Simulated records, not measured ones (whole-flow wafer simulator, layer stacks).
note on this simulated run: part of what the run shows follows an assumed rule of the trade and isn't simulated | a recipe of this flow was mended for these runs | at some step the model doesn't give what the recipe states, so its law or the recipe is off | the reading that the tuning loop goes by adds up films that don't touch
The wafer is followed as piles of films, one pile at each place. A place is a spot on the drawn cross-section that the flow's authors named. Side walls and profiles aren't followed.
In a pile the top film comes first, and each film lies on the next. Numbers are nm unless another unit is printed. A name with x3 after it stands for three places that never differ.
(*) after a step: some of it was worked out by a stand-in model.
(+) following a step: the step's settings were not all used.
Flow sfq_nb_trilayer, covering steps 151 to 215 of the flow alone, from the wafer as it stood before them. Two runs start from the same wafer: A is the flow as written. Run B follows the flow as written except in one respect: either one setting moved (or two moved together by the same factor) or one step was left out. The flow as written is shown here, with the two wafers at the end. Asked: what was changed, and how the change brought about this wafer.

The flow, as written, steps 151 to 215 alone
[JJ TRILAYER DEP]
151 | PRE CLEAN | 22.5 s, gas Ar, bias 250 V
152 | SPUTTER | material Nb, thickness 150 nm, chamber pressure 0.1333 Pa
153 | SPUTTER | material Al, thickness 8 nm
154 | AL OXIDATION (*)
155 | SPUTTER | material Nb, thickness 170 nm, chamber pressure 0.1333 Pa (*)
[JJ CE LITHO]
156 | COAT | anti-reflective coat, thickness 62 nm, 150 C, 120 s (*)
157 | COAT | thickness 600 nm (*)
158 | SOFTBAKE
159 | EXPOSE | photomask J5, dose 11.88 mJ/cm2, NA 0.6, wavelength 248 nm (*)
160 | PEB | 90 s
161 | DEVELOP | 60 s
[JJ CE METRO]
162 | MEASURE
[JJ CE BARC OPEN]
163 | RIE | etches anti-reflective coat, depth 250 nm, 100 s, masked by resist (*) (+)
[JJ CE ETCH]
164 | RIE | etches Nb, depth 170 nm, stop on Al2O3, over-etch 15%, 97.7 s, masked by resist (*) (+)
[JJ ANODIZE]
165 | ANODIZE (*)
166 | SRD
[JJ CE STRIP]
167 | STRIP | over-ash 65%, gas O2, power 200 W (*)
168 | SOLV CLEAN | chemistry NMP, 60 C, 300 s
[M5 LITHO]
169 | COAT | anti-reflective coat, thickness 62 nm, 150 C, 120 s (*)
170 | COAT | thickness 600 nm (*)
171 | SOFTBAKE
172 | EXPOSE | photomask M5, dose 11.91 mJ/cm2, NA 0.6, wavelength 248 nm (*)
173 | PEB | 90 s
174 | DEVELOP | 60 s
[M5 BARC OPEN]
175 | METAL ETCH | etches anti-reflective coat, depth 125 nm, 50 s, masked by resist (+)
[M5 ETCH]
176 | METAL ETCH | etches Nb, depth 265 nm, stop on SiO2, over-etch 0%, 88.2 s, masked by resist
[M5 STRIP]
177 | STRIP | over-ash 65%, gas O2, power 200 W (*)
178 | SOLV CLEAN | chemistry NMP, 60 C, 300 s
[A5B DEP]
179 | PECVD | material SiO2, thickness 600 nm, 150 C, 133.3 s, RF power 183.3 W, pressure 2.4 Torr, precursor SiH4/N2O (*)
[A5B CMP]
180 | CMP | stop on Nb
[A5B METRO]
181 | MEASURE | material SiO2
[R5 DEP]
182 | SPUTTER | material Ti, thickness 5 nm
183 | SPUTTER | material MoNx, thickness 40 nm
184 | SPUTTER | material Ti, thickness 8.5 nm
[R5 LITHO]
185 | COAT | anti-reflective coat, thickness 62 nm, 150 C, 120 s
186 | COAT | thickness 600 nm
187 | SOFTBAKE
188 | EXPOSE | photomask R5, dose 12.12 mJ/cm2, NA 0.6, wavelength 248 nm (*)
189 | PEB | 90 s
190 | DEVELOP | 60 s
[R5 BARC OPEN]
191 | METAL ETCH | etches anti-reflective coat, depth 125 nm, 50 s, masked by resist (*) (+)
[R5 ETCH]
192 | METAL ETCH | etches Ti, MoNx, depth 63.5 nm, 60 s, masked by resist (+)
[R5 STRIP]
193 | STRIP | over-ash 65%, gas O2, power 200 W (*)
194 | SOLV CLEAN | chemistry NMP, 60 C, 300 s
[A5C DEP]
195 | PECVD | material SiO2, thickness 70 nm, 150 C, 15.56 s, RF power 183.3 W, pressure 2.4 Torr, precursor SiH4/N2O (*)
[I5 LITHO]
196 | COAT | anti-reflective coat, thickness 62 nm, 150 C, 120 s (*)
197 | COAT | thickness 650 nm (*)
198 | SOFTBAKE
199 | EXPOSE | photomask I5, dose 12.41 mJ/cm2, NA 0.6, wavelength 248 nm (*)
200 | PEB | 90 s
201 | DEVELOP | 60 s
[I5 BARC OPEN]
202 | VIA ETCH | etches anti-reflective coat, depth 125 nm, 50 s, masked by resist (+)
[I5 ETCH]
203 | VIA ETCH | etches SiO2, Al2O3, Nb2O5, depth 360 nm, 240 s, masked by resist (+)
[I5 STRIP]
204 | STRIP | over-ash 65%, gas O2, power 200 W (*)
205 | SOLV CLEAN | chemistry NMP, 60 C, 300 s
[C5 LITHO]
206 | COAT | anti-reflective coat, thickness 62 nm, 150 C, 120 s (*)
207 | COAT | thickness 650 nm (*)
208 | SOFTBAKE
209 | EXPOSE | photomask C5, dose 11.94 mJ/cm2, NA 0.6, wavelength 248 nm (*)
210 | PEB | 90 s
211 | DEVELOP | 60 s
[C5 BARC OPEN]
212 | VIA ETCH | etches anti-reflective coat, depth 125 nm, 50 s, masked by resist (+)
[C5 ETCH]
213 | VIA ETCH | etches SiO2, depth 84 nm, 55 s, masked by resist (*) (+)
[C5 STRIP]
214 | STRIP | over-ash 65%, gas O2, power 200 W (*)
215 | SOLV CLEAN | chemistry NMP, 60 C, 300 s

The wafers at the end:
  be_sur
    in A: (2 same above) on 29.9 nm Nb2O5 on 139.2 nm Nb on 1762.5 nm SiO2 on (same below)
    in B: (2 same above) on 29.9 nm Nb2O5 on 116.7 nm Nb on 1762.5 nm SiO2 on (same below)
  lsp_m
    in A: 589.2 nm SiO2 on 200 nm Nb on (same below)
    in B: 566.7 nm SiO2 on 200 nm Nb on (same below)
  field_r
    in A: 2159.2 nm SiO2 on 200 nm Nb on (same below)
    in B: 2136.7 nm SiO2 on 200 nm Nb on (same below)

What caused this: step 152, SPUTTER: thickness 127.5 nm was run, whereas the flow has thickness 150 nm.

The path from the change to this, step by step:
  152 | SPUTTER | material Nb, thickness 150 nm, chamber pressure 0.1333 Pa
      field_l, v_sur, via_sp and 100 more: A +150 Nb (new film) | B +127.5 Nb (new film)
      via_wl, via_w, via_wr: A +129.8 Nb | B +110.2 Nb
  156 | COAT | anti-reflective coat, thickness 62 nm, 150 C, 120 s (*)
      via_wl, via_wr: A +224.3 anti-reflective coat (new film) | B +218.5 anti-reflective coat (new film)
      via_w: A +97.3 anti-reflective coat (new film) | B +95.3 anti-reflective coat (new film)
  163 | RIE | etches anti-reflective coat, depth 250 nm, 100 s, masked by resist (*) (+)
      via_wl, via_wr: A -224.3 anti-reflective coat (all of it) | B -218.5 anti-reflective coat (all of it)
      via_w: A -97.3 anti-reflective coat (all of it) | B -95.3 anti-reflective coat (all of it)
  169 | COAT | anti-reflective coat, thickness 62 nm, 150 C, 120 s (*)
      via_wl, via_wr: A +184 anti-reflective coat (new film) | B +180.3 anti-reflective coat (new film)
      ce_l: A +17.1 anti-reflective coat (new film) | B +16.4 anti-reflective coat (new film)
      (also at 1 further place)
  176 | METAL ETCH | etches Nb, depth 265 nm, stop on SiO2, over-etch 0%, 88.2 s, masked by resist
      field_l, res, r_end and 47 more: A -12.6 Al2O3 (all of it), -29.9 Nb2O5 (all of it), -139.2 Nb (all of it), -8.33 SiO2 | B -12.6 Al2O3 (all of it), -29.9 Nb2O5 (all of it), -116.7 Nb (all of it), -10.6 SiO2
      r_sur, wl_a_sl, wl_a_m6: A -12.5 Al2O3 (all of it), -29.9 Nb2O5 (all of it), -139.2 Nb (all of it), -8.33 SiO2 | B -12.5 Al2O3 (all of it), -29.9 Nb2O5 (all of it), -116.7 Nb (all of it), -10.6 SiO2
  177 | STRIP | over-ash 65%, gas O2, power 200 W (*)
      via_wl: A -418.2 KrF-resist-other-grade (all of it), -184 anti-reflective coat (all of it) | B -419.3 KrF-resist-other-grade (all of it), -180.3 anti-reflective coat (all of it)
      via_wr: A -419.2 KrF-resist-other-grade (all of it), -184 anti-reflective coat (all of it) | B -420.4 KrF-resist-other-grade (all of it), -180.3 anti-reflective coat (all of it)
      (also at 2 further places)
  180 | CMP | stop on Nb
      field_l, lsp_m, ln_m6 and 44 more: A -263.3 SiO2 | B -283.5 SiO2
      r_sur, res, r_end, moat, field_r, lsp_l: A -256.4 SiO2 | B -277.4 SiO2
